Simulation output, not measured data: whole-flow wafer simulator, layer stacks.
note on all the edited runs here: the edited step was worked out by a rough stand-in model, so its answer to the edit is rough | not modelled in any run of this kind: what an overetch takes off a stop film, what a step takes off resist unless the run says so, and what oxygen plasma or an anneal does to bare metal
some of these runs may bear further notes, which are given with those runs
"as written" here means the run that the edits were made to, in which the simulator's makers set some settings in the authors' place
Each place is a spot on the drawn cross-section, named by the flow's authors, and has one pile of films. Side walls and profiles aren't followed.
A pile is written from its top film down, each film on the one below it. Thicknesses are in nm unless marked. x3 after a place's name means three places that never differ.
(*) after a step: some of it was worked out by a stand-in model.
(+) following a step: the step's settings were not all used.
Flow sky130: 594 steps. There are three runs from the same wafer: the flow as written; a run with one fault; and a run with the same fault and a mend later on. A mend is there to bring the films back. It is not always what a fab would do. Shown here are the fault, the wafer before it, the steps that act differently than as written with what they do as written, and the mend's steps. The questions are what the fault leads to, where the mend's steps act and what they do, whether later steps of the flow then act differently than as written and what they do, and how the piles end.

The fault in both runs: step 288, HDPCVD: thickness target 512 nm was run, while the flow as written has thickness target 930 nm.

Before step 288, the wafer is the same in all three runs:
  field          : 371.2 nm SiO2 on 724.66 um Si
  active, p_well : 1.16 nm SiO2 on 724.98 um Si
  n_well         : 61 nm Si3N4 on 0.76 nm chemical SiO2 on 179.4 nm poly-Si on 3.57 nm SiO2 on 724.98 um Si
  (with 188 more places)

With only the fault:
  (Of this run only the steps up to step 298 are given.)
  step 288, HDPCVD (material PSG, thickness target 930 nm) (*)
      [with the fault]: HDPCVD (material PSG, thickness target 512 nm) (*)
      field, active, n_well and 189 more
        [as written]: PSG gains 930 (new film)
        [with the fault]: PSG gains 512 (new film)
  Steps further on in the flow that do not act as written (1 other step is not shown; it differs only slightly, by no more than 2% or 0.5 nm, whichever is larger):
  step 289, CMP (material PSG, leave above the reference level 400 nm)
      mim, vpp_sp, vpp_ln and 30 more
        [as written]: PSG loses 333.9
        [with the fault]: nothing
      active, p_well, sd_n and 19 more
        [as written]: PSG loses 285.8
        [with the fault]: nothing
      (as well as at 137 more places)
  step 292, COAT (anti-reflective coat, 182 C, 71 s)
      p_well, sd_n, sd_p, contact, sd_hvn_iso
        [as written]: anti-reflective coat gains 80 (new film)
        [with the fault]: anti-reflective coat gains 126.6 (new film)
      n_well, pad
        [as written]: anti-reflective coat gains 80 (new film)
        [with the fault]: anti-reflective coat gains 3 (new film)
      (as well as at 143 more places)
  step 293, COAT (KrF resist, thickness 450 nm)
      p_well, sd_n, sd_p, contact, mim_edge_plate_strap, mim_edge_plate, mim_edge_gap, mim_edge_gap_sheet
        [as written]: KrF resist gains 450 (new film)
        [with the fault]: KrF resist gains 461.9 (new film)
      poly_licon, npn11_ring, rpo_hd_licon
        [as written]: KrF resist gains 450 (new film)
        [with the fault]: KrF resist gains 426.6 (new film)
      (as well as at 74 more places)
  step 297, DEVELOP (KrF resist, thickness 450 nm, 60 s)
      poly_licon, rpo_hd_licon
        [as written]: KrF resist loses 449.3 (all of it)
        [with the fault]: KrF resist loses 426 (all of it)
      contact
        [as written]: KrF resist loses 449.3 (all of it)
        [with the fault]: KrF resist loses 461.3 (all of it)
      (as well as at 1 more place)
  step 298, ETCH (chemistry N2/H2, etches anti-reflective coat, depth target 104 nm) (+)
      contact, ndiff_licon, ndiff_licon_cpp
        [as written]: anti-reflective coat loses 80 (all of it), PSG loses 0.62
        [with the fault]: anti-reflective coat loses 104
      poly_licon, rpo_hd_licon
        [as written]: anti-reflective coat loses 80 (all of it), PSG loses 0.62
        [with the fault]: anti-reflective coat loses 49.9 (all of it), PSG loses 1.39
  Once step 298 is done, the piles at field, active, n_well and 172 more depart from the flow's by more than 2% or 0.5 nm, whichever is larger.
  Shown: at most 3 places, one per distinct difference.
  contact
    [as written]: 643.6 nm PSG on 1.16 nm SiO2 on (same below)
    [with the fault]: 22.6 nm anti-reflective coat on 512 nm PSG on 1.16 nm SiO2 on (same below)
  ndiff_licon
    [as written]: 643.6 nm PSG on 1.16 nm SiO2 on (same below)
    [with the fault]: 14 nm anti-reflective coat on 512 nm PSG on 1.16 nm SiO2 on (same below)
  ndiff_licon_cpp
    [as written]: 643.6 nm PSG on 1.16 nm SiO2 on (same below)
    [with the fault]: 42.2 nm anti-reflective coat on 512 nm PSG on 1.16 nm SiO2 on (same below)

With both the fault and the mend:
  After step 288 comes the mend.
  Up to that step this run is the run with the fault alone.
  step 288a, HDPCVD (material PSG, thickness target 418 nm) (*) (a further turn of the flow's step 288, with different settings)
      field, active, n_well and 189 more
        PSG gains 418
  Later steps of the flow that are run all act as written at every place that is followed, up to a difference of at most 2% or 0.5 nm, whichever is larger.
  At the end the piles are close to the flow's at the places that both follow, differing by at most 2% or 0.5 nm, whichever is larger.
